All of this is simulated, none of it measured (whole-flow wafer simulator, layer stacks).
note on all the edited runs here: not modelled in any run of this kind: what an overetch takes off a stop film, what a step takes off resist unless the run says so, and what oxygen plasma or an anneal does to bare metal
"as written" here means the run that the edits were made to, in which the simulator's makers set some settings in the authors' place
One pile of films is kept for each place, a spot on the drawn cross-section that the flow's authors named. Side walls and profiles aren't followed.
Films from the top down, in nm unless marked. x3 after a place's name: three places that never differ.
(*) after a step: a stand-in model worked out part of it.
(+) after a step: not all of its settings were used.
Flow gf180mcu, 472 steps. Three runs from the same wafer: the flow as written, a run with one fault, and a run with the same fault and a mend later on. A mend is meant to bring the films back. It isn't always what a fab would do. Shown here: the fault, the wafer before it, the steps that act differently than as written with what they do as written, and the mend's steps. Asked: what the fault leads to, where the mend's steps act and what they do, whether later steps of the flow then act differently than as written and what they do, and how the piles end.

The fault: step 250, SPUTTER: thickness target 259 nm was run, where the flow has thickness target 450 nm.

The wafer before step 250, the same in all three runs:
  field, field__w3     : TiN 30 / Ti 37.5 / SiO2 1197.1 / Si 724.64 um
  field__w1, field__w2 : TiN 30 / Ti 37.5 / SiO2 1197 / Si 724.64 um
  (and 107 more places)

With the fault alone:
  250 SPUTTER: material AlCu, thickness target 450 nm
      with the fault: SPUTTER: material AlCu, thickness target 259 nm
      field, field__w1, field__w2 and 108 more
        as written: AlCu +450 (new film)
        with the fault: AlCu +259 (new film)
  Later steps of the flow that act differently than as written:
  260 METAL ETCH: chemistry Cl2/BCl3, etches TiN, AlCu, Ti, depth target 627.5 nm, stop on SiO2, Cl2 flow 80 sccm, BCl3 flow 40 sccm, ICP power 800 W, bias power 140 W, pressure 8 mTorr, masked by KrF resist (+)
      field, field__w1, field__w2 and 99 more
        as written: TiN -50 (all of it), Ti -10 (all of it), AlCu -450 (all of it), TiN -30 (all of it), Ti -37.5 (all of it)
        with the fault: TiN -50 (all of it), Ti -10 (all of it), AlCu -259 (all of it), TiN -30 (all of it), Ti -37.5 (all of it)
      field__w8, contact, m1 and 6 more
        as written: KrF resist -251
        with the fault: KrF resist -231.9
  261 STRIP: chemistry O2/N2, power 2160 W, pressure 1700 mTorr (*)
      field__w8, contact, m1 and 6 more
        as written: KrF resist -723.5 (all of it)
        with the fault: KrF resist -742.6 (all of it)
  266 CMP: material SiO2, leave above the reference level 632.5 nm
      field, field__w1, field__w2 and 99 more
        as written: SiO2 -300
        with the fault: SiO2 -491
  At the end the piles differ from the flow's by more than 2% or 0.5 nm, whichever is larger, at field, field__w1, field__w2 and 109 more.
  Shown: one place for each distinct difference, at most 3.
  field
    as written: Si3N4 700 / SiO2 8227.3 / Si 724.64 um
    with the fault: Si3N4 700 / SiO2 8036.3 / Si 724.64 um
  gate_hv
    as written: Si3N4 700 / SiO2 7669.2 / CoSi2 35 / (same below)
    with the fault: Si3N4 700 / SiO2 7478.2 / CoSi2 35 / (same below)
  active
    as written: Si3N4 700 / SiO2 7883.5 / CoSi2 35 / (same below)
    with the fault: Si3N4 700 / SiO2 7692.5 / CoSi2 35 / (same below)

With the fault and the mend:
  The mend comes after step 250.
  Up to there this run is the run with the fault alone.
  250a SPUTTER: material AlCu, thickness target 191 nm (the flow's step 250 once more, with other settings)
      field, field__w1, field__w2 and 108 more
        AlCu +191
  No later step of the flow acts differently than as written at any place that is followed.
  At the end the piles are the same as the flow's at every place that both follow.
